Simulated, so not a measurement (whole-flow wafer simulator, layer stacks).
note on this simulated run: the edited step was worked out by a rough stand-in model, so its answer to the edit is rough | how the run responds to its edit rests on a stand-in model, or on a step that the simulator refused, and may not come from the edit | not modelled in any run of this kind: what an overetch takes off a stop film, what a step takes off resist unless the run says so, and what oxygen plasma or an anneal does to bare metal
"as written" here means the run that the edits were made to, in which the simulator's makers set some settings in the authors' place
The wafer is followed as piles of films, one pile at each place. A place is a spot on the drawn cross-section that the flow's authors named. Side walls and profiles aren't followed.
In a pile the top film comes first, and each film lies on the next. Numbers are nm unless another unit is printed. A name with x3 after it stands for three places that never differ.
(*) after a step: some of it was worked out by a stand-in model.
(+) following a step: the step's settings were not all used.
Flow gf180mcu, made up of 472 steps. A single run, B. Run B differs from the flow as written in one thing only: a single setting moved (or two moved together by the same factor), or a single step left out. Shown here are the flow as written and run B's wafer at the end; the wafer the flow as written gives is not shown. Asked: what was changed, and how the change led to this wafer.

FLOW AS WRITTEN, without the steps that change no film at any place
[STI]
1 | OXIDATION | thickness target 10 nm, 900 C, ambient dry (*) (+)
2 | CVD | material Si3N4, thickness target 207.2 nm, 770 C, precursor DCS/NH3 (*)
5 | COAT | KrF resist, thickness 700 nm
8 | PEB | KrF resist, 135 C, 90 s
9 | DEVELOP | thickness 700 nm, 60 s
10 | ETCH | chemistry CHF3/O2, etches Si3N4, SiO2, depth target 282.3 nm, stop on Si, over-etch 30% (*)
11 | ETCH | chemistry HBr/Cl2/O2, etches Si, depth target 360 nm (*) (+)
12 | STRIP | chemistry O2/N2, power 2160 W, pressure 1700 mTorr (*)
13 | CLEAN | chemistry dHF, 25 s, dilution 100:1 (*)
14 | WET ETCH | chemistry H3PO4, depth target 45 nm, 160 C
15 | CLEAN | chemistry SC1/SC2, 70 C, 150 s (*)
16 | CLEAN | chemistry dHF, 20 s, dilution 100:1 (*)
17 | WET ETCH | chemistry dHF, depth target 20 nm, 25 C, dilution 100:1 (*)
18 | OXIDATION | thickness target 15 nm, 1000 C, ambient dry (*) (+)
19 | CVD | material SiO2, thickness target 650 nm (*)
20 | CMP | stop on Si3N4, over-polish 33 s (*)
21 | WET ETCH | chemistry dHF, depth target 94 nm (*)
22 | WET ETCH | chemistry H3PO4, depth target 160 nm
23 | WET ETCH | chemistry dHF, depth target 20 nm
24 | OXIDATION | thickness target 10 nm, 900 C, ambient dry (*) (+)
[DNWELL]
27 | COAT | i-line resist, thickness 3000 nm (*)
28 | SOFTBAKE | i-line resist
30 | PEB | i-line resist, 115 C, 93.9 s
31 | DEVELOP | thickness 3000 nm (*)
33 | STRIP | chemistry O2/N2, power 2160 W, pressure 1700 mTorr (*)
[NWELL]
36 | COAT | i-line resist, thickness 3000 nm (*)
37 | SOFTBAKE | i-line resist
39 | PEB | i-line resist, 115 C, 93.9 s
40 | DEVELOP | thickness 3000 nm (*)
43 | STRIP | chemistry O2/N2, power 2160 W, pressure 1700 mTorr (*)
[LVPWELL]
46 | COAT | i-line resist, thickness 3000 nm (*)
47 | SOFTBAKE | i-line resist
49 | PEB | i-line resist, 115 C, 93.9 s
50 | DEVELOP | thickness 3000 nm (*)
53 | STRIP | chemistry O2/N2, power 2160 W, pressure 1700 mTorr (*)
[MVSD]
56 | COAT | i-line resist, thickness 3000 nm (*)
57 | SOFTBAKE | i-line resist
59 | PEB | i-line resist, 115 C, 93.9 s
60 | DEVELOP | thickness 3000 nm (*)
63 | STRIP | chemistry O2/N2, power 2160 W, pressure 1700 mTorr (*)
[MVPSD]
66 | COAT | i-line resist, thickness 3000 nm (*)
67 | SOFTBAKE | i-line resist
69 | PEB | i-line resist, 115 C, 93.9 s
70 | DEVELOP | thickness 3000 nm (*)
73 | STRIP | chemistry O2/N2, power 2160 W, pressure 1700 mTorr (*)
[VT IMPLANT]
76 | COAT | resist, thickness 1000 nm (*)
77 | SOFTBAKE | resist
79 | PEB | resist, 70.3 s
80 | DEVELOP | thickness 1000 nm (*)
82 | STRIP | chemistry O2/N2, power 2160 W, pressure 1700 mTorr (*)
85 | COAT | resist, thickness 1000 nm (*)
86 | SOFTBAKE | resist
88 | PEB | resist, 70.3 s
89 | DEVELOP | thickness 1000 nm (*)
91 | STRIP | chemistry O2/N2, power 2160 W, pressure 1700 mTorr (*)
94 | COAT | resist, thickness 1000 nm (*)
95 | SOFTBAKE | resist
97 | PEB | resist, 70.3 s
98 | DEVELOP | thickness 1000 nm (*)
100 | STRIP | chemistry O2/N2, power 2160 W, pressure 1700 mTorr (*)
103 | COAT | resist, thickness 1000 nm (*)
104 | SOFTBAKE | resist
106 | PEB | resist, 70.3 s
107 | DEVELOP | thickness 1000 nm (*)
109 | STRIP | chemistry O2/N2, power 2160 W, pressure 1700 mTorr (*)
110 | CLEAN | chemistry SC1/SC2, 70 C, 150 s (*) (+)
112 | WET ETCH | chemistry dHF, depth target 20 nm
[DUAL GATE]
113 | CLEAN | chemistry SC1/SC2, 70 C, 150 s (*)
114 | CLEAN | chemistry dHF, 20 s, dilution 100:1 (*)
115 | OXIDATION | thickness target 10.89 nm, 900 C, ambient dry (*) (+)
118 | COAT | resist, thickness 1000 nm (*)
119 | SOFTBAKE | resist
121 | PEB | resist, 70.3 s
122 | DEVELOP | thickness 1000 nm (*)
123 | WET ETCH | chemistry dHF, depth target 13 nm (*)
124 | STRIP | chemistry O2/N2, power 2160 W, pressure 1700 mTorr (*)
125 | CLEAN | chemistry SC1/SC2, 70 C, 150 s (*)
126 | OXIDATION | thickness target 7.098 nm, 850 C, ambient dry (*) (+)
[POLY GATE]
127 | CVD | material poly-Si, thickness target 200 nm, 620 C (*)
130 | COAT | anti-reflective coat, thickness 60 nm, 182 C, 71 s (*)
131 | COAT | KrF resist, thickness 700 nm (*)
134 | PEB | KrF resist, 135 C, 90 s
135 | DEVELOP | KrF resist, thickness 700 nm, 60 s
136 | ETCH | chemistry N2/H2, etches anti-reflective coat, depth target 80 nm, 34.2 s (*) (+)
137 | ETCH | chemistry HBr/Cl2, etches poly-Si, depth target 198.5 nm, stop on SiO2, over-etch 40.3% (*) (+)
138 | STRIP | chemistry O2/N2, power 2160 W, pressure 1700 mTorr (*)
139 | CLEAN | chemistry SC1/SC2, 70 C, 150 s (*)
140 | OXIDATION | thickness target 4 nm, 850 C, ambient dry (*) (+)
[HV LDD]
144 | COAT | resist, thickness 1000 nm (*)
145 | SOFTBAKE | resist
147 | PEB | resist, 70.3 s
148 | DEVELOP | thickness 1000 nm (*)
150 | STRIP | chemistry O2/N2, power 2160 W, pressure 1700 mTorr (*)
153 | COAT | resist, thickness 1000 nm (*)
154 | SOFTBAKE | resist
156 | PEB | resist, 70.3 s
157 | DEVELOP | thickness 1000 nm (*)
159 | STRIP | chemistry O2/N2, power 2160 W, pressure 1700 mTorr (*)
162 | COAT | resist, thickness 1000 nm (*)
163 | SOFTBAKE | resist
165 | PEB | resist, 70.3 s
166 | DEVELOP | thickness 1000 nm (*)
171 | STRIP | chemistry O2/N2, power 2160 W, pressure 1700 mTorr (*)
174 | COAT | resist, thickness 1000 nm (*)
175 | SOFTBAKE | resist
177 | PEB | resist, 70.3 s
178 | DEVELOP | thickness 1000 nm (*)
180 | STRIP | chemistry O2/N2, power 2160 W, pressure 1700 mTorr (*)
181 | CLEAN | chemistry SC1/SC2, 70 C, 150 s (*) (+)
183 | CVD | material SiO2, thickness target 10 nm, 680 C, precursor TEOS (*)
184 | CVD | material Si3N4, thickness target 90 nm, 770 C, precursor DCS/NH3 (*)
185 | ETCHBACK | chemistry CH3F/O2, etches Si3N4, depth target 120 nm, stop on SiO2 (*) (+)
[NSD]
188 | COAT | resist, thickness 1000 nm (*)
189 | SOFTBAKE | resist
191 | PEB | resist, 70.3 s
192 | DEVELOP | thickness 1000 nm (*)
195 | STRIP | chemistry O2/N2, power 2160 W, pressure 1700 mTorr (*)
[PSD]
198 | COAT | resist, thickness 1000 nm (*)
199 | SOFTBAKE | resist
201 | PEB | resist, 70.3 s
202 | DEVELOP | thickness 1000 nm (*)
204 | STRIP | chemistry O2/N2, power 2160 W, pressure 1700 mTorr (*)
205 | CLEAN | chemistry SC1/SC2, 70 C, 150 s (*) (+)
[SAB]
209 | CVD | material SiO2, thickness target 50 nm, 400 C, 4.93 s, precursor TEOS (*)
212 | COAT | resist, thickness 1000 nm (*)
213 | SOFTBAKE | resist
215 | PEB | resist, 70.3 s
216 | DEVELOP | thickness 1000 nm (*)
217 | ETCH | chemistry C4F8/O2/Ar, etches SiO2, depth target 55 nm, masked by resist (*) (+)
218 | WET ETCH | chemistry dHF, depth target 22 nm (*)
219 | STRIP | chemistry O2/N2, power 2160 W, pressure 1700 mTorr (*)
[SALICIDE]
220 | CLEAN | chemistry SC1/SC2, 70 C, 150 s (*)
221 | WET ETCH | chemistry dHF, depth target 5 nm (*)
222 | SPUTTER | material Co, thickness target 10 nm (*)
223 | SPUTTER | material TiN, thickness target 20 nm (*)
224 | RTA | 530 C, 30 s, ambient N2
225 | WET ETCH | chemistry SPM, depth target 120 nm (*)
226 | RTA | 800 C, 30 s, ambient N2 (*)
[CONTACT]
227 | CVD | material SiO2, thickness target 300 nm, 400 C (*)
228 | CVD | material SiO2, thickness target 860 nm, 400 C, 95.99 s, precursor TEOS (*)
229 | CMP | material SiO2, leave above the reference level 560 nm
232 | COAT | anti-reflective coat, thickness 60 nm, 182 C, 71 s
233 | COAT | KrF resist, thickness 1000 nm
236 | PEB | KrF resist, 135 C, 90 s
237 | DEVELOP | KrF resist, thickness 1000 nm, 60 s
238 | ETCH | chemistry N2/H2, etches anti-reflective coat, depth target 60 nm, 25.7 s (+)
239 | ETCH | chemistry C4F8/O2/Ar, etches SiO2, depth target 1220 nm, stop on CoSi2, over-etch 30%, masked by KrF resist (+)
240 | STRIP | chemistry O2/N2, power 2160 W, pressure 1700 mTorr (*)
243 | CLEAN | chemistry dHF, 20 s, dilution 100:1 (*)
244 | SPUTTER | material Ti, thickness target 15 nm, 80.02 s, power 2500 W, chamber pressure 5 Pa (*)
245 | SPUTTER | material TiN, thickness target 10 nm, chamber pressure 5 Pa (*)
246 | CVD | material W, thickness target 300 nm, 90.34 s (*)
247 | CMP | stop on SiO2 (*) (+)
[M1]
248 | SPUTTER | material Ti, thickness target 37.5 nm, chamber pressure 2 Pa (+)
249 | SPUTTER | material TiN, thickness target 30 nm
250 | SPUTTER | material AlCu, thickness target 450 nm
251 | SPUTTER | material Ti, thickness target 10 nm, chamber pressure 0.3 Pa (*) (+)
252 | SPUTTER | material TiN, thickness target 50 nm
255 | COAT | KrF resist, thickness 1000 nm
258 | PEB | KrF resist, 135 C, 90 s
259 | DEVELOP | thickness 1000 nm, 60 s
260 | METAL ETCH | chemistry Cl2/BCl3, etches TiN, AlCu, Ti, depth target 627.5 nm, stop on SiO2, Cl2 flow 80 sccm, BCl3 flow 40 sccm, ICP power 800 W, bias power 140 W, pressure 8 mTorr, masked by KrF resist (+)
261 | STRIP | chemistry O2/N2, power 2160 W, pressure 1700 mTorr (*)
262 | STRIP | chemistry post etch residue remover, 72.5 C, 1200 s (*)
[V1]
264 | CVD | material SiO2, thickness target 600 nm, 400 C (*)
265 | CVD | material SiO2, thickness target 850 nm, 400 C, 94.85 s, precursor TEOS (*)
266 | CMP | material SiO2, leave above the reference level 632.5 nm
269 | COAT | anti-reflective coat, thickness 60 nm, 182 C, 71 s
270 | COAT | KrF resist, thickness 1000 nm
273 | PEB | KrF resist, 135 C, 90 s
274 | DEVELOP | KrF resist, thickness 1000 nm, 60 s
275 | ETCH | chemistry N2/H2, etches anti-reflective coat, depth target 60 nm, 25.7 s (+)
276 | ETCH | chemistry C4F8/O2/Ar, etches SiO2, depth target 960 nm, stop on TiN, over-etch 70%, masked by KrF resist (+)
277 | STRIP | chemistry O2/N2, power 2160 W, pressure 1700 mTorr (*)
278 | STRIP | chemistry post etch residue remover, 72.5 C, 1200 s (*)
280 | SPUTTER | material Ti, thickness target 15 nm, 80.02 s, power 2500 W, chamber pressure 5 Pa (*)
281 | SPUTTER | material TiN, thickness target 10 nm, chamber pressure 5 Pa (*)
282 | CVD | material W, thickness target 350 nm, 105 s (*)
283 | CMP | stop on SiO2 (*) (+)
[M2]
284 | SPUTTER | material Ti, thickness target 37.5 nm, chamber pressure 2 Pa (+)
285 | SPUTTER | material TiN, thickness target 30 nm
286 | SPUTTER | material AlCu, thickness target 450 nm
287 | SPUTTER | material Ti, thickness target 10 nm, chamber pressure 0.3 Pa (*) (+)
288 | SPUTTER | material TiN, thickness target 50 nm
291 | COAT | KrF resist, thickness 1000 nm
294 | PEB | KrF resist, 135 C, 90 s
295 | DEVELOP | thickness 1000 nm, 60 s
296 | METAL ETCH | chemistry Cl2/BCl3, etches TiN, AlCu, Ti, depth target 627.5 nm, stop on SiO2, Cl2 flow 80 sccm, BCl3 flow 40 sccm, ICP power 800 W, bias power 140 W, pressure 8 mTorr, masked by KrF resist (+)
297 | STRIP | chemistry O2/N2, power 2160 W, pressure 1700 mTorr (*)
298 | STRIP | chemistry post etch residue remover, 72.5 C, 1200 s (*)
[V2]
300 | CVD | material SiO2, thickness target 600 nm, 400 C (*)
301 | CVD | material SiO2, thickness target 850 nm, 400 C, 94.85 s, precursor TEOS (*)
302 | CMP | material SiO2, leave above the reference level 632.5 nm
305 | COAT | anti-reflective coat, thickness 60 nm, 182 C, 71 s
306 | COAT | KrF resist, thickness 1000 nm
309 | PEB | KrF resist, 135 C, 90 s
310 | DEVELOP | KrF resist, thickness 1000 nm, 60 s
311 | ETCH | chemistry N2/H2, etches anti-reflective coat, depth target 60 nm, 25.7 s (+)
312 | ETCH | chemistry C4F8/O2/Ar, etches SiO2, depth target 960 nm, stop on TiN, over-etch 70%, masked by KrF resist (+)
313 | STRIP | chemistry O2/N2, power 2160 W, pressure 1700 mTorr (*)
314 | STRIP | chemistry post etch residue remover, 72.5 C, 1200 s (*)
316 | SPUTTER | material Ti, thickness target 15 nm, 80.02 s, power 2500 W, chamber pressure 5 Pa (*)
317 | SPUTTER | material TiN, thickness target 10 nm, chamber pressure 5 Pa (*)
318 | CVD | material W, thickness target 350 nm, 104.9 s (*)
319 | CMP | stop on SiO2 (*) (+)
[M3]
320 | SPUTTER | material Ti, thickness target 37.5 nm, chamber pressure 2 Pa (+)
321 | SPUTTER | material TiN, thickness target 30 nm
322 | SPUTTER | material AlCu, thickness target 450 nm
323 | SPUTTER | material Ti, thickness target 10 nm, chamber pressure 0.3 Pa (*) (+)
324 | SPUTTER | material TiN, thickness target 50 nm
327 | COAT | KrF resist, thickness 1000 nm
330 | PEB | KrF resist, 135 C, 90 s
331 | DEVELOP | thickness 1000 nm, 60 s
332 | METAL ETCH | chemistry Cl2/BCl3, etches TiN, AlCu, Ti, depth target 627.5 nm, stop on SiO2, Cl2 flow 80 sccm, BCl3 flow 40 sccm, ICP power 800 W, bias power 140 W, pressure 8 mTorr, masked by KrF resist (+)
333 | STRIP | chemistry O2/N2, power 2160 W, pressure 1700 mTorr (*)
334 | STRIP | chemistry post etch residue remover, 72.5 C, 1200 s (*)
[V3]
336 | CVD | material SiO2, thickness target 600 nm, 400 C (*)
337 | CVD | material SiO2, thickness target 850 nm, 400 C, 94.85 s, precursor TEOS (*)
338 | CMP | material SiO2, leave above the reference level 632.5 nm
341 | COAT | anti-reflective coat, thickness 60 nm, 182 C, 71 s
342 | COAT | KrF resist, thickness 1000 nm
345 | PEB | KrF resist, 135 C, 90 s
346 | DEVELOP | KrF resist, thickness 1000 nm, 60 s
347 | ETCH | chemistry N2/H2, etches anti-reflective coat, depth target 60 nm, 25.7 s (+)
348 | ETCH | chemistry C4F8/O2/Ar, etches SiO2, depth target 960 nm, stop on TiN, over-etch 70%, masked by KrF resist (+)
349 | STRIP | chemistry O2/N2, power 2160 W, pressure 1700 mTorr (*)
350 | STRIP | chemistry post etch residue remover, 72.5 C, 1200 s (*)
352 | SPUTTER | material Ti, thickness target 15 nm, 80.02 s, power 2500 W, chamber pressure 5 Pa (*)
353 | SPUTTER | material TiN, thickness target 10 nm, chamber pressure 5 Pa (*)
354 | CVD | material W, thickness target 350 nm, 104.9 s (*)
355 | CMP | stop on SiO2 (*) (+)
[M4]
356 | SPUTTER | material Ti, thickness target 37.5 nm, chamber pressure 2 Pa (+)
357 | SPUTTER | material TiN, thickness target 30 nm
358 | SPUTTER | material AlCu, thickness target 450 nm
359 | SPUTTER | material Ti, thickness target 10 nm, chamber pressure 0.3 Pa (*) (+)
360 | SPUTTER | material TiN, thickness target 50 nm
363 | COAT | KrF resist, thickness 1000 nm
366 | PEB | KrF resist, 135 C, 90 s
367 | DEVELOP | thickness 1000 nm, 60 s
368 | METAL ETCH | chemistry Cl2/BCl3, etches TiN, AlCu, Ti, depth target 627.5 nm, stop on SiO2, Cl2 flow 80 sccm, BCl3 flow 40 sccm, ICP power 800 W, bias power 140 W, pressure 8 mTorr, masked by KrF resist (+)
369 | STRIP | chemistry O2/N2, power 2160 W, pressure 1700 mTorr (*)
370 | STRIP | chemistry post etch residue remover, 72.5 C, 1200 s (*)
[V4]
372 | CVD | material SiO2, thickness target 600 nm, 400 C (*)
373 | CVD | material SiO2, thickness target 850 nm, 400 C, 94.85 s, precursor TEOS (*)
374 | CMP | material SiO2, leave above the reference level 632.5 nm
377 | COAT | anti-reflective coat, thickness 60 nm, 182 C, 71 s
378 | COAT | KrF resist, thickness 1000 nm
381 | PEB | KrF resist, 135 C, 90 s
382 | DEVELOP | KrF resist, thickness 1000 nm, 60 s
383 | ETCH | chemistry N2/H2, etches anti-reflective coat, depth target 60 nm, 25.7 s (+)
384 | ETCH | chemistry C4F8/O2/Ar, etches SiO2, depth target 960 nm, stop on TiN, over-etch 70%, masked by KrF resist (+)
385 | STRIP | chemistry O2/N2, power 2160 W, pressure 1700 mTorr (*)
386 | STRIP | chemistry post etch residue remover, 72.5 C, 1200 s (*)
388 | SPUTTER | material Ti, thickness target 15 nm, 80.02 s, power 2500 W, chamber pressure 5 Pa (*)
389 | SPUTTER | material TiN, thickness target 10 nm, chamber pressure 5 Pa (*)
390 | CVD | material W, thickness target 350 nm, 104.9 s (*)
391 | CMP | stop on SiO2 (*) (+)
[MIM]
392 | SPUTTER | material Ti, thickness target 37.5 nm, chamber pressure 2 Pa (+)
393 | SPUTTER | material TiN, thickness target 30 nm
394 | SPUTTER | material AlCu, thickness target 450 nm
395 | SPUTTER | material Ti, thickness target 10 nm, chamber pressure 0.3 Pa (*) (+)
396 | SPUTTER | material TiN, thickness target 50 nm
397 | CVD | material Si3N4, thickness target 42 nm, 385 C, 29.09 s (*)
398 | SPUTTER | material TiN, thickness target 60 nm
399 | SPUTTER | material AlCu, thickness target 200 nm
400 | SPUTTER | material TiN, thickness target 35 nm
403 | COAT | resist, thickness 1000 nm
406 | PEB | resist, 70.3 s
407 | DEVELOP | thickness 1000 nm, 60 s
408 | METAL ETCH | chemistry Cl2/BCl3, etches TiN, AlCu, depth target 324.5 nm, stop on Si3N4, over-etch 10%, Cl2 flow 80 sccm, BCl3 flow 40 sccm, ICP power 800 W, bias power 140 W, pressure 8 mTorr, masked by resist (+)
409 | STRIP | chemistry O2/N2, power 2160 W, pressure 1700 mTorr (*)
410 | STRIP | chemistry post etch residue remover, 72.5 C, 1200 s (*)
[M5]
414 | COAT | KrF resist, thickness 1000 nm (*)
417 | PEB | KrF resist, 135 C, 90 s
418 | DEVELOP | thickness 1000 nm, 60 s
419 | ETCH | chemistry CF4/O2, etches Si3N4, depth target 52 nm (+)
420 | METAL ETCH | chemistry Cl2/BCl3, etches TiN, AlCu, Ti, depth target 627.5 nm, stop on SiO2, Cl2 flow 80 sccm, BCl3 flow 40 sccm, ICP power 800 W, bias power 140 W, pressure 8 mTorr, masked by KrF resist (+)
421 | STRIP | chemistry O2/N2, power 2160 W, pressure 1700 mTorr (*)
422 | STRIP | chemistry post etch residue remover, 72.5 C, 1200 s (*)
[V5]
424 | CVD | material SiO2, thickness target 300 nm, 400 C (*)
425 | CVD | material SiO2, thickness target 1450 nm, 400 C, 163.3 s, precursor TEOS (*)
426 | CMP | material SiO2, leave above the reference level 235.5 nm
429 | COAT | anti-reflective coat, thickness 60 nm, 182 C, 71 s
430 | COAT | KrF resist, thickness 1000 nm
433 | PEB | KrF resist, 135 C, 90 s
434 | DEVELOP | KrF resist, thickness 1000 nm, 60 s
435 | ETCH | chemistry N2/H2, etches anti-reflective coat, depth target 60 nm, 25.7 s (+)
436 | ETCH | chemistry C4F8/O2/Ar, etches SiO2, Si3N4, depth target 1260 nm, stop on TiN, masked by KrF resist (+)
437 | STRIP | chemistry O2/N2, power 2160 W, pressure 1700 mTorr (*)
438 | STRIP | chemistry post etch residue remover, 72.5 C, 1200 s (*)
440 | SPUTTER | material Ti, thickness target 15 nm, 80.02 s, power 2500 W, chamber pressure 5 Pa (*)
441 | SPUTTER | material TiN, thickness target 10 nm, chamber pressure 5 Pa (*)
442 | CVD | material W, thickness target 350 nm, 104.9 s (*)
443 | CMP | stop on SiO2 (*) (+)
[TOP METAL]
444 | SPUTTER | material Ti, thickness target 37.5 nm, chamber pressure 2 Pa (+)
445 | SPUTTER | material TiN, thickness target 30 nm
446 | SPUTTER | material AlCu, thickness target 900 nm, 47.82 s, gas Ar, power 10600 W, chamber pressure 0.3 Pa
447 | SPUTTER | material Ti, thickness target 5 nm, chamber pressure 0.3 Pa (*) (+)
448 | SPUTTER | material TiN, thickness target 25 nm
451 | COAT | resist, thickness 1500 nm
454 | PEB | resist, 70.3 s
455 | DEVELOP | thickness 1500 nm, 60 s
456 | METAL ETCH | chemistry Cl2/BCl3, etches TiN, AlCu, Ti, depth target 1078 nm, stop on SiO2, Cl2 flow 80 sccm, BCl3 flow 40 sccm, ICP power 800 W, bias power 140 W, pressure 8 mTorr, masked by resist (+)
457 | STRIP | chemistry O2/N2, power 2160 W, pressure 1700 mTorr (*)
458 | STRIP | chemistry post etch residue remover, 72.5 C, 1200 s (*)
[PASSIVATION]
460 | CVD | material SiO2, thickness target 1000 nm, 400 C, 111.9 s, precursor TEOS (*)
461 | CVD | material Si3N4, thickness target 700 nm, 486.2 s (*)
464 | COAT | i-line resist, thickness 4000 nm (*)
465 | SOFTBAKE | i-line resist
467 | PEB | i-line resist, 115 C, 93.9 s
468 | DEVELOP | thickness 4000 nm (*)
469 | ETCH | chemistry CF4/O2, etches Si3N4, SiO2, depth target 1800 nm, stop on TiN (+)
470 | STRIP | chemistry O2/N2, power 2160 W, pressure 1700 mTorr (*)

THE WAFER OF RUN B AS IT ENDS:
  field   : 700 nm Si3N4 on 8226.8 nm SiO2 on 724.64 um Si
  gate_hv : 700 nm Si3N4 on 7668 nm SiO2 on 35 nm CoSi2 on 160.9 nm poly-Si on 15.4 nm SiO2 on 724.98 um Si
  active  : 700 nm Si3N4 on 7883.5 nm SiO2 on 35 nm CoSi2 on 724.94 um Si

The reason: step 126, OXIDATION: thickness target 8.447 nm was run, though the flow has thickness target 7.098 nm.

The path from the change to this, step by step:
  126 | OXIDATION | thickness target 7.098 nm, 850 C, ambient dry (*) (+)
      gate_hv, active_hv, active_nat and 25 more: SiO2 gains 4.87, Si loses 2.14 (in the flow as written it would be: SiO2 gains 3.72, Si loses 1.64)
      active, n_well, p_well and 12 more: SiO2 gains 8.45 (new film), chemical SiO2 loses 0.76 (all of it), Si loses 3.38 (in the flow as written it would be: SiO2 gains 7.1 (new film), chemical SiO2 loses 0.76 (all of it), Si loses 2.79)
  189 | SOFTBAKE | resist
      nw_enc_fld_lv__w3: resist loses 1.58 (in the flow as written it would be: resist gains 2.11)
  199 | SOFTBAKE | resist
      nw_enc_fld_lv__w3: resist loses 1.58 (in the flow as written it would be: resist gains 2.11)
  218 | WET ETCH | chemistry dHF, depth target 22 nm (*)
      active, p_well, sd_n, iso_ptap_pw, iso_ntap_nw, iso_ptap_sub, vpnp_e: SiO2 loses 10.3 (all of it) (in the flow as written it would be: SiO2 loses 9.01 (all of it))
      ldn_tap, ldn_src, ldn_drn, ldp_tap, ldp_src, ldp_drn, ldp_gr: SiO2 loses 17.1 (all of it) (in the flow as written it would be: SiO2 loses 16 (all of it))
      (also at 9 further places)
